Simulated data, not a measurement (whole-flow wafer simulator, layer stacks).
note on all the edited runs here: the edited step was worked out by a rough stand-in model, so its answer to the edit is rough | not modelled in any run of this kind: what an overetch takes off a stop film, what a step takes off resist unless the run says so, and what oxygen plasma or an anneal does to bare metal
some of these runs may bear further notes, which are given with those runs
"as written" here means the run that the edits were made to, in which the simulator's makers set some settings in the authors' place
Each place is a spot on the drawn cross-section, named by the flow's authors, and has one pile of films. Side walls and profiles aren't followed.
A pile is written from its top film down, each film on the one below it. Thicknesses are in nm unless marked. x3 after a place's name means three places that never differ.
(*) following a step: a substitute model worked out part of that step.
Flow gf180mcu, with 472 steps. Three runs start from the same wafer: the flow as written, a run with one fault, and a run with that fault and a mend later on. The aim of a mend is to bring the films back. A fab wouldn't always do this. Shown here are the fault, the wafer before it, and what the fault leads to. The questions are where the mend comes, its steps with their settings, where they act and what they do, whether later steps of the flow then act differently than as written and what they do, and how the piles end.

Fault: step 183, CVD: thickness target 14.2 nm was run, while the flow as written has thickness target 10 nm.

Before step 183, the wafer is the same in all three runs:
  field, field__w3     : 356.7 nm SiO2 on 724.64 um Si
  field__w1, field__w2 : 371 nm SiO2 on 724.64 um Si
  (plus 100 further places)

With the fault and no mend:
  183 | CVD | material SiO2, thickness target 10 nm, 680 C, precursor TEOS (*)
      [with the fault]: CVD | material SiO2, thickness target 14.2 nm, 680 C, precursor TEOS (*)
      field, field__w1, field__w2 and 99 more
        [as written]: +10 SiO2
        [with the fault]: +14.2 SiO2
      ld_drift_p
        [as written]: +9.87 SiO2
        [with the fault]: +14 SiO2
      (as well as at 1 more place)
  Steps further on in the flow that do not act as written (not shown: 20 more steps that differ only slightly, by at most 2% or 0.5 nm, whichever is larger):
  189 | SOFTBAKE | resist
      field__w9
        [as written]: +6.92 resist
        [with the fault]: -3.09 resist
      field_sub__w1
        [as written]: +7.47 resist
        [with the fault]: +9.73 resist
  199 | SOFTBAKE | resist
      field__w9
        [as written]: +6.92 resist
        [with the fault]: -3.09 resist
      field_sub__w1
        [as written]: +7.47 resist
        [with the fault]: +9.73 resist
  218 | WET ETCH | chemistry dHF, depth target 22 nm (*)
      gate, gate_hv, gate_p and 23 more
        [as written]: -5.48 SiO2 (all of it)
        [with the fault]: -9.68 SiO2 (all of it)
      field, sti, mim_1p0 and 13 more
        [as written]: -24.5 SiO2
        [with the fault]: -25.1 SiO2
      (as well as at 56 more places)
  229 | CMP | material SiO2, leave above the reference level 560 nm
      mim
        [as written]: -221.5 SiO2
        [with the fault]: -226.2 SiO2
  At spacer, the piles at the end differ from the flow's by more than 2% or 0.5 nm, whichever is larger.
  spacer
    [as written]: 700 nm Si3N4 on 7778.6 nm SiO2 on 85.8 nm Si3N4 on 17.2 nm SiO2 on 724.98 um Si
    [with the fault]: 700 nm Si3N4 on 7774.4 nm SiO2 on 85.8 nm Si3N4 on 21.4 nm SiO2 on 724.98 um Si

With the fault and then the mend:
  The mend stands after step 183.
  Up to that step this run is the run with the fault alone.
  183a | WET ETCH | chemistry dHF, depth target 4.2 nm, 25 C, dilution 100:1 (a further turn of the flow's step 17, with different settings)
      field, field__w1, field__w2 and 101 more
        -4.2 SiO2
  Every later step of the flow that is run acts as written, at every place that is followed, to within 2% or 0.5 nm, whichever is larger.
  At the end the piles are close to the flow's at the places that both follow, differing by at most 2% or 0.5 nm, whichever is larger.
